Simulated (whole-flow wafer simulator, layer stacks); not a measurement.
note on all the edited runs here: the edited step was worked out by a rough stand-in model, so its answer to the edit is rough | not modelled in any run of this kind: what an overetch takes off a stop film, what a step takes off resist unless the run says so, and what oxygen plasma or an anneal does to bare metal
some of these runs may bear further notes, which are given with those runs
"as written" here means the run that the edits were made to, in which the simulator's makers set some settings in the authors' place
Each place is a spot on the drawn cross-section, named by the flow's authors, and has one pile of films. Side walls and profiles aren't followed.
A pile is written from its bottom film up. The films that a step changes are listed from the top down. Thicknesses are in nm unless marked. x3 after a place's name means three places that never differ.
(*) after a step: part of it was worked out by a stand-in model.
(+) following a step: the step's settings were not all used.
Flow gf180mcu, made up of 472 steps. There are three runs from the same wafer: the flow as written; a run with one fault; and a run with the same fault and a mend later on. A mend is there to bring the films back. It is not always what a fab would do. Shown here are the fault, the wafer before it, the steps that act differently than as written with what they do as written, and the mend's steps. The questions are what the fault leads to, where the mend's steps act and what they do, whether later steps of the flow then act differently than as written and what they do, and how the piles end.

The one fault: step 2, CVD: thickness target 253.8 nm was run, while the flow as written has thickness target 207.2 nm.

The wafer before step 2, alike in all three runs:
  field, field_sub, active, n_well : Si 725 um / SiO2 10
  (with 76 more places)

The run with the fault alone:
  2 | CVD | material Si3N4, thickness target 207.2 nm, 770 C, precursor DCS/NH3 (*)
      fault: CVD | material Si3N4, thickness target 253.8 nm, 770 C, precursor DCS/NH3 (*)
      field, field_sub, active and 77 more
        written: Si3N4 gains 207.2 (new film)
        fault: Si3N4 gains 253.8 (new film)
  Later steps of the flow acting differently than as written (88 more steps, not shown, differ only slightly: by at most 2% or 0.5 nm, whichever is larger):
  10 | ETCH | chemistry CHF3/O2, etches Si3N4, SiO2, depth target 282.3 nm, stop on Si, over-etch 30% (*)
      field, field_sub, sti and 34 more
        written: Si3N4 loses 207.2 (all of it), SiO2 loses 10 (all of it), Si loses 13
        fault: Si3N4 loses 253.8 (all of it), SiO2 loses 10 (all of it), Si loses 3.71
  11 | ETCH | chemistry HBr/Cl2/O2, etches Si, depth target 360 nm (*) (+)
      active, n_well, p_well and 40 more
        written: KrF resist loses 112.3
        fault: KrF resist loses 115.4
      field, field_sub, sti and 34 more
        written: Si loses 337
        fault: Si loses 346.3
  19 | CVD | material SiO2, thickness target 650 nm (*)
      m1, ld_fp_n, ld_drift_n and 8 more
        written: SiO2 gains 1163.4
        fault: SiO2 gains 1210
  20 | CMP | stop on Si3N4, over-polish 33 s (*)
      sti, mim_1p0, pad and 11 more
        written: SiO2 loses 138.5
        fault: SiO2 loses 91.9
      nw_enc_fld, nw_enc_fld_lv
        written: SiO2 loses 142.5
        fault: SiO2 loses 95.9
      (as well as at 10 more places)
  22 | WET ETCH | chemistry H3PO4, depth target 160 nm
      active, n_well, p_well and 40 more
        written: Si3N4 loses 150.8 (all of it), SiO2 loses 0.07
        fault: Si3N4 loses 160.1
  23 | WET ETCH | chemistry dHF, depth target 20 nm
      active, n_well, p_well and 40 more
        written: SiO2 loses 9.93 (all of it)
        fault: Si3N4 loses 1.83
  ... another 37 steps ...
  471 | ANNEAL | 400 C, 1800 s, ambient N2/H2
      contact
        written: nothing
        fault: under 49 films: void gains 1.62 (new film), Ti loses 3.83, TiSi first gains 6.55 (new film), Si loses 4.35
  At field__w8, active, n_well and 56 more, the piles at the end differ from the flow's by more than 2% or 0.5 nm, whichever is larger.
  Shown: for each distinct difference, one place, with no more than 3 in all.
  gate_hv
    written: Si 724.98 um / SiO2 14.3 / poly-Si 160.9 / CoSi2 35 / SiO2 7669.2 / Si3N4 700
    fault: Si 725 um / SiO2 10 / Si3N4 32.5 / poly-Si 160.9 / CoSi2 35 / SiO2 7682.3 / Si3N4 700
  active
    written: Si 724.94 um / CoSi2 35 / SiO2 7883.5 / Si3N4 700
    fault: Si 725 um / SiO2 10 / Si3N4 27.2 / SiO2 7883.4 / Si3N4 700
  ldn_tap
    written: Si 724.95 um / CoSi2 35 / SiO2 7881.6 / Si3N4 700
    fault: Si 725 um / SiO2 10 / Si3N4 28.7 / SiO2 7881.9 / Si3N4 700

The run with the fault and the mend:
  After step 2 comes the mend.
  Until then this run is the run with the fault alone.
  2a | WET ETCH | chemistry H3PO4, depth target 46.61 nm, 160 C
      field, field_sub, active and 77 more
        Si3N4 loses 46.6
  None of the later steps of the flow differs from how it acts as written, at any place that is followed, by more than 2% or 0.5 nm, whichever is larger.
  The piles end the same as the flow's at every place that both follow.
